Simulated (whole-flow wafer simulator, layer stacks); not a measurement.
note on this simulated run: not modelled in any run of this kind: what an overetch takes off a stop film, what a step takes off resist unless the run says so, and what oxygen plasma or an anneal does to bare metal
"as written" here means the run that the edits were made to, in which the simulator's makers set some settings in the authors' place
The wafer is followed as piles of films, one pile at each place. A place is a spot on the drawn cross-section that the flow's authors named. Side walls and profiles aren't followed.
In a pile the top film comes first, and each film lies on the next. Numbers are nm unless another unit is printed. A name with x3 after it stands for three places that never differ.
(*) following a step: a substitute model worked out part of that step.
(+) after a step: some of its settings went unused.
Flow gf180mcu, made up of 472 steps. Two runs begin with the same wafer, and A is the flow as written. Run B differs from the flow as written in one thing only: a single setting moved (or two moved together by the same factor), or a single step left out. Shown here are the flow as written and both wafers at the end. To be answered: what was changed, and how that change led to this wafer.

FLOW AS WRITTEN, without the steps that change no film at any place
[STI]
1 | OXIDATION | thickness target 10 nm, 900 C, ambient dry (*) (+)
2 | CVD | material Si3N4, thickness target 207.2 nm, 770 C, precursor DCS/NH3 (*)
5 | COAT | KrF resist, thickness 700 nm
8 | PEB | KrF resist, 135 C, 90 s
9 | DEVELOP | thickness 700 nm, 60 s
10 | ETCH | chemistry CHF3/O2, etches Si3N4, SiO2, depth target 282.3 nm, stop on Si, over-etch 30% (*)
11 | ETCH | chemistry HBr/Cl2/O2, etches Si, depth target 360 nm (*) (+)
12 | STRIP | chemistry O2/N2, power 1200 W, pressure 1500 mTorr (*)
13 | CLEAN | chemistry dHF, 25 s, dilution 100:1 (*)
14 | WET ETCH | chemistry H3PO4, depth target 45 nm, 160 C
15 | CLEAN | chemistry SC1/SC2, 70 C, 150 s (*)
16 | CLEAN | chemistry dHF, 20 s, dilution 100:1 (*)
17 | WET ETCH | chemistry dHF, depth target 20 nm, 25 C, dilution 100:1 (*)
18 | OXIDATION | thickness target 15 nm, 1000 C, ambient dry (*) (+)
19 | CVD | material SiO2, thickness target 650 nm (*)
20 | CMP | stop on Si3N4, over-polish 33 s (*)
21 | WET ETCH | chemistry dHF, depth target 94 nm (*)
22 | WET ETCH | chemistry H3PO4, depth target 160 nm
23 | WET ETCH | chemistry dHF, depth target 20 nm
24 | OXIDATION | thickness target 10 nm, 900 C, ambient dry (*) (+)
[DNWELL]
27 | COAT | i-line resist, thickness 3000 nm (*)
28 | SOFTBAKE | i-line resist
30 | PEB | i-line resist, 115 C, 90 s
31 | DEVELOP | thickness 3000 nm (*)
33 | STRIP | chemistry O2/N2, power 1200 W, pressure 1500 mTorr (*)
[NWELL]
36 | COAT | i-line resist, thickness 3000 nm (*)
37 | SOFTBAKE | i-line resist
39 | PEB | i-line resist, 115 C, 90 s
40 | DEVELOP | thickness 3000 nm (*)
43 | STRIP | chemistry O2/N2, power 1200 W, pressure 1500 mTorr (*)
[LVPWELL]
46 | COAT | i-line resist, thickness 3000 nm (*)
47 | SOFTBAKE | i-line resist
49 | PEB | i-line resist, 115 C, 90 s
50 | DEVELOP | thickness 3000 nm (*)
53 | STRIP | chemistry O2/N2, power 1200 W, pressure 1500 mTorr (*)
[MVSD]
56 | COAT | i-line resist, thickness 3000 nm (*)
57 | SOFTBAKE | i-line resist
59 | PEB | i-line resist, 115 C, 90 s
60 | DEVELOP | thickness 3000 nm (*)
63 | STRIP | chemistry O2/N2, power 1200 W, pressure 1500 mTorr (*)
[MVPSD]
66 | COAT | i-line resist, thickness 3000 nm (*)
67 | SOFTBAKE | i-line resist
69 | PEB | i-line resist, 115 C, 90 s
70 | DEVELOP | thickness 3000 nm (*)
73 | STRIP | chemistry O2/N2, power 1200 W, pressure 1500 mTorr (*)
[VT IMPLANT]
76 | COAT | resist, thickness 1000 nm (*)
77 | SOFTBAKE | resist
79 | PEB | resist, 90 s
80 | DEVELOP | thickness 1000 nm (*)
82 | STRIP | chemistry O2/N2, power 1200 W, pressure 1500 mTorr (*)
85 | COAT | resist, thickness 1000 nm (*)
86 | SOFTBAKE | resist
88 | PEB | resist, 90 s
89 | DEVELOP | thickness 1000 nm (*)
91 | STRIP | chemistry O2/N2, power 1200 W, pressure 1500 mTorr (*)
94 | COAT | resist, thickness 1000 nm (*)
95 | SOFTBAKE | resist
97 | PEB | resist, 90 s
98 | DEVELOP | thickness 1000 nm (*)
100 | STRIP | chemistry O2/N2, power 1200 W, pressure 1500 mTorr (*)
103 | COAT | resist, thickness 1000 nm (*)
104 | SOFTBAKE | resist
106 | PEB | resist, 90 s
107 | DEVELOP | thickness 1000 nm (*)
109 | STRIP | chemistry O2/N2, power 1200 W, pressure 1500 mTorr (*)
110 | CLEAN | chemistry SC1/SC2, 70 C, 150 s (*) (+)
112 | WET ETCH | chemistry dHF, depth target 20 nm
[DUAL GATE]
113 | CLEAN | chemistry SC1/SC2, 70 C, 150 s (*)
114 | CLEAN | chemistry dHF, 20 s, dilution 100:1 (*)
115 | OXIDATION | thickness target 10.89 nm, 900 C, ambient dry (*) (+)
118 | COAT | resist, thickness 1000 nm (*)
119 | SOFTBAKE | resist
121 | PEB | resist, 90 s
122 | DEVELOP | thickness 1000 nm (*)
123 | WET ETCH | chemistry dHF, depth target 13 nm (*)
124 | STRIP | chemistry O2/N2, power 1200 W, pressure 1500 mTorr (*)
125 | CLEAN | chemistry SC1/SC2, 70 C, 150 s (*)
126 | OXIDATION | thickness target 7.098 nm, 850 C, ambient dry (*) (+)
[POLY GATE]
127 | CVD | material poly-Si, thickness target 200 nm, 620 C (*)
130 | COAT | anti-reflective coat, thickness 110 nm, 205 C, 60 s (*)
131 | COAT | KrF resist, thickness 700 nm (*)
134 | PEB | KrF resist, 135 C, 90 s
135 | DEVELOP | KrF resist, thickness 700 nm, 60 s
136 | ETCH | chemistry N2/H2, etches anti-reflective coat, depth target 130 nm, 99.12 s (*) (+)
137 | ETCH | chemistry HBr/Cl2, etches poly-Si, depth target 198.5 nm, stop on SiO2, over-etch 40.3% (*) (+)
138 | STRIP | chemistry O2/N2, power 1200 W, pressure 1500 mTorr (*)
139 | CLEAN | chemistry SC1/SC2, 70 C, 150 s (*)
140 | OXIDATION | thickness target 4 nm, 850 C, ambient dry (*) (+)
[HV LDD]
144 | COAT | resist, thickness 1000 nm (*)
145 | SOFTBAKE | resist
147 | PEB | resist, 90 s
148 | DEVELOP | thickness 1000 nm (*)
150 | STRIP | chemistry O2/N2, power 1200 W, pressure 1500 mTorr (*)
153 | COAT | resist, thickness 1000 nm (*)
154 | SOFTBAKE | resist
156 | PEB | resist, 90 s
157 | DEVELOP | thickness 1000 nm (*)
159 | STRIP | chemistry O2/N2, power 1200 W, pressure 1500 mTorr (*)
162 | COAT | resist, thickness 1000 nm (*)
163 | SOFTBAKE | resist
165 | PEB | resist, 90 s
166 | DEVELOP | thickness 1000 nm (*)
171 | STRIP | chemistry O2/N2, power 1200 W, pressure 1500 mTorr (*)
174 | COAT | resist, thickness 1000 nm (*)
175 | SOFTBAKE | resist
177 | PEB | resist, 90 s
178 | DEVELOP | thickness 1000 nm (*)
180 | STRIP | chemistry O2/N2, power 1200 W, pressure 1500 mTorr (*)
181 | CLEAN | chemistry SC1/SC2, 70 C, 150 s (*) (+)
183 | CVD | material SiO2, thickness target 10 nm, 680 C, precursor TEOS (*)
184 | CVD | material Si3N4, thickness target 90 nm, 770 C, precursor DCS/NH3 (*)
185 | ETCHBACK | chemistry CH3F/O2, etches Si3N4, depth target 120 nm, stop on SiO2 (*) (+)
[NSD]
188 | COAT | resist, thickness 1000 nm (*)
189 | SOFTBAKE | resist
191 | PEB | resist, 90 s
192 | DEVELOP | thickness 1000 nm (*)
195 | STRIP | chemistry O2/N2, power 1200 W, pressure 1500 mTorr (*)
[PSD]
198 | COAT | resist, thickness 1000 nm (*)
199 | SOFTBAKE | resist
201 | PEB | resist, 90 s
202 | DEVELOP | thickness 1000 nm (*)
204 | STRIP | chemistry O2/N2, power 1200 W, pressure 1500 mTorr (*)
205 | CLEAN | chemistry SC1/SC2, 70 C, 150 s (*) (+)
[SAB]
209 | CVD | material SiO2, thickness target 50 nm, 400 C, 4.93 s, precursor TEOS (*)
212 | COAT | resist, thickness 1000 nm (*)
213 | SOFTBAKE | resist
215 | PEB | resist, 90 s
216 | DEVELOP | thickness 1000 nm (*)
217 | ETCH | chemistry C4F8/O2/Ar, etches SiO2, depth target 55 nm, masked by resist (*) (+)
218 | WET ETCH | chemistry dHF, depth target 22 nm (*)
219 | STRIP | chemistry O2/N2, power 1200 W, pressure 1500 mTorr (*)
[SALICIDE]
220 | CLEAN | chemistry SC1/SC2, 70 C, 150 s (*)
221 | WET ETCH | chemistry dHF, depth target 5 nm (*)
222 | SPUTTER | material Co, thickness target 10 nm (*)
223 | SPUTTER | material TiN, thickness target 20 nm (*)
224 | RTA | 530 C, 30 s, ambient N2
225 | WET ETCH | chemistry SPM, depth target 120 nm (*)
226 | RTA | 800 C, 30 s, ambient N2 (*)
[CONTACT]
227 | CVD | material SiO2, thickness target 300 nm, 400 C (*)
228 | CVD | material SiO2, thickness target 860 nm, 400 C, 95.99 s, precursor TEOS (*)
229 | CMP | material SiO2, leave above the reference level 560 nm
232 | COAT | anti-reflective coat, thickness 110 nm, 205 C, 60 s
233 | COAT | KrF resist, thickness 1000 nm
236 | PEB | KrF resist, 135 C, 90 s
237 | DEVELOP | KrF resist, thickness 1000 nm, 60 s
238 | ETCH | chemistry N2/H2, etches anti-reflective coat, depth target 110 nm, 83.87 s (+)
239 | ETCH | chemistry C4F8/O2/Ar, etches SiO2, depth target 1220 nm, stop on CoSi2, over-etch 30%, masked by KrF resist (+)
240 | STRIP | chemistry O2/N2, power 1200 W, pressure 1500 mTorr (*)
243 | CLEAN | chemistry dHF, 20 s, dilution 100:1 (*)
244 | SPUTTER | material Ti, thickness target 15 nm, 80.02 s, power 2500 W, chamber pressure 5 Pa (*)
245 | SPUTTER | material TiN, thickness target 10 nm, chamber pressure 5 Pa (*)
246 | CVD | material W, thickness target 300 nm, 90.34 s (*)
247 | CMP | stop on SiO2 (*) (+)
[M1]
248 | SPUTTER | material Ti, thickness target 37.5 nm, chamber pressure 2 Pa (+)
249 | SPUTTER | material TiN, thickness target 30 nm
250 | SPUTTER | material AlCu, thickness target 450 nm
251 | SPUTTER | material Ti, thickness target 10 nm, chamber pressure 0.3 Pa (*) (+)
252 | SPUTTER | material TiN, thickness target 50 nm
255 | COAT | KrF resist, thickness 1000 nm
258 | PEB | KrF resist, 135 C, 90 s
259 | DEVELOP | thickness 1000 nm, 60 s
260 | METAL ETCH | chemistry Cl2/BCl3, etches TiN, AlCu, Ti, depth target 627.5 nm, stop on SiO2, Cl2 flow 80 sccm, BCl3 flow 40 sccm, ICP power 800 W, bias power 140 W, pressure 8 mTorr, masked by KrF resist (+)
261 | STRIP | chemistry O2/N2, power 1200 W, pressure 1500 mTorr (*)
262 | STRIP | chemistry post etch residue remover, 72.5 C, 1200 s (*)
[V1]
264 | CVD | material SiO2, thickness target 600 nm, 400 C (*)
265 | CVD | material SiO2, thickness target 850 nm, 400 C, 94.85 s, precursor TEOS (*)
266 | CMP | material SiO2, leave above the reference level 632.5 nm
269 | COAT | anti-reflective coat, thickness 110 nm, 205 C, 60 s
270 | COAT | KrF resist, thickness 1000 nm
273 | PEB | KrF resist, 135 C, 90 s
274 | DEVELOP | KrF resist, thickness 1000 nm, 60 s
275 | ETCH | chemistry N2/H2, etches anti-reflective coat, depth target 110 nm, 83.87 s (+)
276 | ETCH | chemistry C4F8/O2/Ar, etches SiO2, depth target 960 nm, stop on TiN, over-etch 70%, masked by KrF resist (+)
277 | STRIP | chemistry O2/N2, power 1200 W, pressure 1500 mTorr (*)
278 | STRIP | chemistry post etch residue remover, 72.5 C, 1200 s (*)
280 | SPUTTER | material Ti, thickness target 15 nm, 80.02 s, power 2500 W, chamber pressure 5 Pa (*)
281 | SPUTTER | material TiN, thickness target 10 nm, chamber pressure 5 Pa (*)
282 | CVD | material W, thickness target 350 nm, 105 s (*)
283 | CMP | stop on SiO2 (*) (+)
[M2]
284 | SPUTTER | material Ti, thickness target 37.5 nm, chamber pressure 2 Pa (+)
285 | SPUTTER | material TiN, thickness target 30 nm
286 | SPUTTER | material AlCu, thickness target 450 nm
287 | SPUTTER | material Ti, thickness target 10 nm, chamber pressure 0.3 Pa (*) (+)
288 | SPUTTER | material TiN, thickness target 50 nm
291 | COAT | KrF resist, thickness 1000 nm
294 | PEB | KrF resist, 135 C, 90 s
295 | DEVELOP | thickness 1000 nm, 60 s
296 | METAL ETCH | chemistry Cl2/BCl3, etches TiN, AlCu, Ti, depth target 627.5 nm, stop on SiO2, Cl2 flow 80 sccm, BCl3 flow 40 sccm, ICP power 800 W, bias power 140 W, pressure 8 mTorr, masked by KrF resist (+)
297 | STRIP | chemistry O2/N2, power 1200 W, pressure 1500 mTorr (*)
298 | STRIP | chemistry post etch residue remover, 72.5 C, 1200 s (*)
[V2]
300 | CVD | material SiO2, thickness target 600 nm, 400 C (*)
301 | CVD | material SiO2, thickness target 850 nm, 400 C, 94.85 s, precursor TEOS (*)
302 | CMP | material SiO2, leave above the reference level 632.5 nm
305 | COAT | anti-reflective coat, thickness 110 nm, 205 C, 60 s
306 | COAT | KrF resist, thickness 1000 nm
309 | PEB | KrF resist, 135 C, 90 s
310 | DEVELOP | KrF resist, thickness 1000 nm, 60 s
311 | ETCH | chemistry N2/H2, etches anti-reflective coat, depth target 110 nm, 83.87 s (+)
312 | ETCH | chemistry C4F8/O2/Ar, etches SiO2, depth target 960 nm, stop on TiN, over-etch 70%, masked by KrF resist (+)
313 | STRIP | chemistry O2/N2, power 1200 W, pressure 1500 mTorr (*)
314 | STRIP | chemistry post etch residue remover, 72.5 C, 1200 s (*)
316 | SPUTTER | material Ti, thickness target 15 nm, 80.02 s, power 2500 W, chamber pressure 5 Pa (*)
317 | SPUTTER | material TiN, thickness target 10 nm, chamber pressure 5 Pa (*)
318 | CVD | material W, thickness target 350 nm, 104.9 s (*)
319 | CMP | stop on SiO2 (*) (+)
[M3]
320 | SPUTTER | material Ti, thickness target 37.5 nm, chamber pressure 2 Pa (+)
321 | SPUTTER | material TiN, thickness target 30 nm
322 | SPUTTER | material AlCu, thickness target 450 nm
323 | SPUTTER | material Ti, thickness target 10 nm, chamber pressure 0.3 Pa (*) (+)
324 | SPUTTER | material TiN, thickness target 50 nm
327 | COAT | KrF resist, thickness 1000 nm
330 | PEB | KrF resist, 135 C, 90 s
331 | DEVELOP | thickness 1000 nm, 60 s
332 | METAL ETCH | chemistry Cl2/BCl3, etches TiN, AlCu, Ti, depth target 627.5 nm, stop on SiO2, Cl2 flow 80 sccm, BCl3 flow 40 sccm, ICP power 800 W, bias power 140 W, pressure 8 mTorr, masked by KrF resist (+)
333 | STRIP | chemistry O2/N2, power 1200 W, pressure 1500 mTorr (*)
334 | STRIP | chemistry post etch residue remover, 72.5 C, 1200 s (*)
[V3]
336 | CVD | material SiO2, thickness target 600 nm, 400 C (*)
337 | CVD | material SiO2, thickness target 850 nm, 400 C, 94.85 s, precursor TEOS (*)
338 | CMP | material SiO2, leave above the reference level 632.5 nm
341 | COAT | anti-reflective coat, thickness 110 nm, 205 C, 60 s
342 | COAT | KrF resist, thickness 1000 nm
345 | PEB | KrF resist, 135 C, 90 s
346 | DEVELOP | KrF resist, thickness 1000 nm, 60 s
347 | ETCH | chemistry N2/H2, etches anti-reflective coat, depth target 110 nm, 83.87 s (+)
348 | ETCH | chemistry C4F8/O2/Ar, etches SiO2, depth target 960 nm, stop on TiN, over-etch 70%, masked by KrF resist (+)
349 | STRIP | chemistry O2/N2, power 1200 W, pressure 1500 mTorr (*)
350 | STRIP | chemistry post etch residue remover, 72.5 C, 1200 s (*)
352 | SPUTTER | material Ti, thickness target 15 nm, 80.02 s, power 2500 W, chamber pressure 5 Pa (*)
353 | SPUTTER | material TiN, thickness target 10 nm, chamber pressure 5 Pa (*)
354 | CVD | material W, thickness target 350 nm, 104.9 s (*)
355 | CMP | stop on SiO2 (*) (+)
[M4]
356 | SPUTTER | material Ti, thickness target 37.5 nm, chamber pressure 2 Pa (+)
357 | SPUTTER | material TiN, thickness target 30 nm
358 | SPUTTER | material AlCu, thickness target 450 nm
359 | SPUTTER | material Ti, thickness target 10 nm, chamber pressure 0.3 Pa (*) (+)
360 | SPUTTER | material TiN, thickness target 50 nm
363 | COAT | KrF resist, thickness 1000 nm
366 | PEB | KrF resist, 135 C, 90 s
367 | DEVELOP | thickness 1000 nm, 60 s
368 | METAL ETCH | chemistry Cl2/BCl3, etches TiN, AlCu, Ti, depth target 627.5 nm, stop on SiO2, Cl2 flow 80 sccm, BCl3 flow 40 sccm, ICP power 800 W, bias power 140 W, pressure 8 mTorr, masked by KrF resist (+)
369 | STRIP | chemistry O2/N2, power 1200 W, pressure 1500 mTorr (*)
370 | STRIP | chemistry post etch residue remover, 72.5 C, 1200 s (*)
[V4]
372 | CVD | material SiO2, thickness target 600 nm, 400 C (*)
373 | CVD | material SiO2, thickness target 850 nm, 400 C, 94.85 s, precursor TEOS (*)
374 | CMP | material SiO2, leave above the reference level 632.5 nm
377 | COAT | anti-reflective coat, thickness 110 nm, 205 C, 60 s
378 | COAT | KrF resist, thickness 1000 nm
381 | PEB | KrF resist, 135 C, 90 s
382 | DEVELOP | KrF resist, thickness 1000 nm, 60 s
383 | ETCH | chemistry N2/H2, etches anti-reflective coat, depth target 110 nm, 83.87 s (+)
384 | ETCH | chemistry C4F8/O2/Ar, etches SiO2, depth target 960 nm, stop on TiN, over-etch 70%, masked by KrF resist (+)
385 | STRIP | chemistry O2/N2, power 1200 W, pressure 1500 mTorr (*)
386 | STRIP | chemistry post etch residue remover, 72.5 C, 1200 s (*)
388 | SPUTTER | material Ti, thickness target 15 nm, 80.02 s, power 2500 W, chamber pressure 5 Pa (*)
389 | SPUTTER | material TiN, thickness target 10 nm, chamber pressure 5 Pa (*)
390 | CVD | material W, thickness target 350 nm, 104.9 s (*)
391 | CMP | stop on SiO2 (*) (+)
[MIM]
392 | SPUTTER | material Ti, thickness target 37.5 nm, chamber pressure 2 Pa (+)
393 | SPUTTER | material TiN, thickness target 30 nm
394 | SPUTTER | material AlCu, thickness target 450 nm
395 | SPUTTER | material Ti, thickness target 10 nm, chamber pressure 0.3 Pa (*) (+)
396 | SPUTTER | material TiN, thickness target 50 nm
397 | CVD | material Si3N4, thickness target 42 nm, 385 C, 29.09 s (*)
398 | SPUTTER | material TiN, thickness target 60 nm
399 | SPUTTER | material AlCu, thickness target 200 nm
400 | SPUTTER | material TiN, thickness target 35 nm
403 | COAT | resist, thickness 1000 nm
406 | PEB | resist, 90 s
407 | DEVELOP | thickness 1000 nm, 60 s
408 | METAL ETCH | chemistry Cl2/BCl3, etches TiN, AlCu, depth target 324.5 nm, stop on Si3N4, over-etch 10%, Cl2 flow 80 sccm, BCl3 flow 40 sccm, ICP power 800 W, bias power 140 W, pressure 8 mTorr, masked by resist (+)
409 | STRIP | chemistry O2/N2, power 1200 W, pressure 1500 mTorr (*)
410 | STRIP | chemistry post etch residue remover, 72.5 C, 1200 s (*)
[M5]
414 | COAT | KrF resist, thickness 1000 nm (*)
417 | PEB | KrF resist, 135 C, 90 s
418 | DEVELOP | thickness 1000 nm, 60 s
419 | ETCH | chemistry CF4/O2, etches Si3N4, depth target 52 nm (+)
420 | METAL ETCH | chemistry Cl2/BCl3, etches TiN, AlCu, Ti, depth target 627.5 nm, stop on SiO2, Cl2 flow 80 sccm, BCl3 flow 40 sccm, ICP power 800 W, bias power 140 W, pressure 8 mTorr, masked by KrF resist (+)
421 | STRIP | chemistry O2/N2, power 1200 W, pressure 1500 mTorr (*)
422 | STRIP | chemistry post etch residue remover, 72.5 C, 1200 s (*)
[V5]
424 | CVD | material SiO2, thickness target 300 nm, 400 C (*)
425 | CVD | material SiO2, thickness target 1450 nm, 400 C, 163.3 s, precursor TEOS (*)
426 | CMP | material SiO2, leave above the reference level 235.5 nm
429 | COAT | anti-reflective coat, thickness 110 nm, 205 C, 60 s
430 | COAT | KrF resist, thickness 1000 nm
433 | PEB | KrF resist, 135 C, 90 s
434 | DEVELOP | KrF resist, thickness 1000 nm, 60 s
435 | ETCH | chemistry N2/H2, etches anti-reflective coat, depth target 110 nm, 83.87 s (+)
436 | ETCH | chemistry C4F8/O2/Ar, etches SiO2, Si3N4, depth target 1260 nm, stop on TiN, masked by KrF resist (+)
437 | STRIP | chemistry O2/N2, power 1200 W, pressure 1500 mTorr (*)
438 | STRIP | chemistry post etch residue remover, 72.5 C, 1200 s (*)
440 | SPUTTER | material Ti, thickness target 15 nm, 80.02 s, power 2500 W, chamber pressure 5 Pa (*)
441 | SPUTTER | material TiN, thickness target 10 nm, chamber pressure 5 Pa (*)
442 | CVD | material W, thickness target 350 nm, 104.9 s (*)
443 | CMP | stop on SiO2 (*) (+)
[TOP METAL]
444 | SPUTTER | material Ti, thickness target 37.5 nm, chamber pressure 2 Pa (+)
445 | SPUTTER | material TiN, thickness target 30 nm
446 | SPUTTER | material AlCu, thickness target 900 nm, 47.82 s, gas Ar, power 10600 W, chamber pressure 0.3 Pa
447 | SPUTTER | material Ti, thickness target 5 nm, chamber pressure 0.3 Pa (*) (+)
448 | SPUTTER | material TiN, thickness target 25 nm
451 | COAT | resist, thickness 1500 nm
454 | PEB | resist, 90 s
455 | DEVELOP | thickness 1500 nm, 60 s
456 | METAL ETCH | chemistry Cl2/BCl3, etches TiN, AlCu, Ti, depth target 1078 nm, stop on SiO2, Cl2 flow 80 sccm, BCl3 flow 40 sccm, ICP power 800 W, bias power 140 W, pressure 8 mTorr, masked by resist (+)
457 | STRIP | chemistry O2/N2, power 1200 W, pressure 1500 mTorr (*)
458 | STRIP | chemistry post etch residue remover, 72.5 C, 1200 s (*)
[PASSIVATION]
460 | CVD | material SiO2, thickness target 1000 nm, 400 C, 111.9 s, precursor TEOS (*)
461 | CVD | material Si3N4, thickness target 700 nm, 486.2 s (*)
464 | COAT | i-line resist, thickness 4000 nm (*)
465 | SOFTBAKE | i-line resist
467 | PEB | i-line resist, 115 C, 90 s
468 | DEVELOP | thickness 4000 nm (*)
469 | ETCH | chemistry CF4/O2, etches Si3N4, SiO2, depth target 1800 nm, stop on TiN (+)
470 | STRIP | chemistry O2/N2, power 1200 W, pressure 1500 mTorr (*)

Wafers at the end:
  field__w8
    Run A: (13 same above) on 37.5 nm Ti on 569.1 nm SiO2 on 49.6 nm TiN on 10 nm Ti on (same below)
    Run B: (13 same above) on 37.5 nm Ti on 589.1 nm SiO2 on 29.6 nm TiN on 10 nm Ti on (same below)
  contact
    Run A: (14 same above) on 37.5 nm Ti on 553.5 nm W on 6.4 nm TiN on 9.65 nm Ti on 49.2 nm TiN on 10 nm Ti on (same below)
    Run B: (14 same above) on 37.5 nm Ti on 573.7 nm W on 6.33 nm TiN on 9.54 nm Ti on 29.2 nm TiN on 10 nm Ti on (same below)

Cause: step 360, SPUTTER: thickness target 30 nm was run, while the flow as written has thickness target 50 nm.

The path from the change to this, step by step:
  360 | SPUTTER | material TiN, thickness target 50 nm
      field, field__w1, field__w2 and 108 more: A TiN gains 50 (new film) | B TiN gains 30 (new film)
  368 | METAL ETCH | chemistry Cl2/BCl3, etches TiN, AlCu, Ti, depth target 627.5 nm, stop on SiO2, Cl2 flow 80 sccm, BCl3 flow 40 sccm, ICP power 800 W, bias power 140 W, pressure 8 mTorr, masked by KrF resist (+)
      field, field__w1, field__w2 and 103 more: A TiN loses 50 (all of it), Ti loses 10 (all of it), AlCu loses 450 (all of it), TiN loses 30 (all of it), Ti loses 37.5 (all of it) | B TiN loses 30 (all of it), Ti loses 10 (all of it), AlCu loses 450 (all of it), TiN loses 30 (all of it), Ti loses 37.5 (all of it)
  374 | CMP | material SiO2, leave above the reference level 632.5 nm
      field__w8, contact, m1, m1__w1, m1_nw: A SiO2 loses 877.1 | B SiO2 loses 857.1
  384 | ETCH | chemistry C4F8/O2/Ar, etches SiO2, depth target 960 nm, stop on TiN, over-etch 70%, masked by KrF resist (+)
      contact: A SiO2 loses 572.1 (all of it) | B SiO2 loses 592.1 (all of it)
  390 | CVD | material W, thickness target 350 nm, 104.9 s (*)
      contact: A W gains 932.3 (new film) | B W gains 952.5 (new film)
